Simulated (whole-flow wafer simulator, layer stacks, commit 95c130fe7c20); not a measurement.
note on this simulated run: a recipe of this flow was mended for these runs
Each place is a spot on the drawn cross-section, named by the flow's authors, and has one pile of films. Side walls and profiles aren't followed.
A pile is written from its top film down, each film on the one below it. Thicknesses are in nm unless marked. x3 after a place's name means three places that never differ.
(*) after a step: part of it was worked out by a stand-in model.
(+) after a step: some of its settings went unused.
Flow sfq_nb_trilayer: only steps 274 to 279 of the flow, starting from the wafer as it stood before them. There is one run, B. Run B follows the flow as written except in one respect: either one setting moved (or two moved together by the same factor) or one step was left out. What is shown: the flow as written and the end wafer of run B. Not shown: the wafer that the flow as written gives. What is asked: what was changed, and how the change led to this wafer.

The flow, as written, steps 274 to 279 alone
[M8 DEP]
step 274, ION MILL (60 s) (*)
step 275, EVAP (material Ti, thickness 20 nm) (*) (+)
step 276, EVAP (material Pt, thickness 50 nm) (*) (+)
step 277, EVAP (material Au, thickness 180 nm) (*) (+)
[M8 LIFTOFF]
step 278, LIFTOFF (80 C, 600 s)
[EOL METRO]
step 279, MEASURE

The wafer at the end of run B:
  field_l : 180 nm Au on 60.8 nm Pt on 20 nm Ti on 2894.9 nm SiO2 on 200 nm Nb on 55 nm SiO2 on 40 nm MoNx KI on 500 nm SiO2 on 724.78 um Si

What caused this: step 276, EVAP: thickness 60.8 nm was run, while the flow as written has thickness 50 nm.
One can read it off the wafer: field_l has Pt 60.8, and step 276 as written asks for 50 nm.

Step by step, how the change led to this:
  step 276, EVAP (material Pt, thickness 50 nm) (*) (+)
      field_l, v_sur x3, via_wl x2 and 100 more: +60.8 Pt (new film) (it would be, as written: +50 Pt (new film))
  step 278, LIFTOFF (80 C, 600 s)
      p4_fl x5, p4_w1 x9, p3_s0 x11 and 49 more: -180 Au (all of it), -60.8 Pt (all of it), -20 Ti (all of it), -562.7 KrF-resist-other-grade (all of it), -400 lift-off-underlayer (all of it) (it would be, as written: -180 Au (all of it), -50 Pt (all of it), -20 Ti (all of it), -562.7 KrF-resist-other-grade (all of it), -400 lift-off-underlayer (all of it))
      r_sur, res, r_end: -180 Au (all of it), -60.8 Pt (all of it), -20 Ti (all of it), -559.9 KrF-resist-other-grade (all of it), -399.5 lift-off-underlayer (all of it) (it would be, as written: -180 Au (all of it), -50 Pt (all of it), -20 Ti (all of it), -559.9 KrF-resist-other-grade (all of it), -399.5 lift-off-underlayer (all of it))
      (and at 18 other places as well)
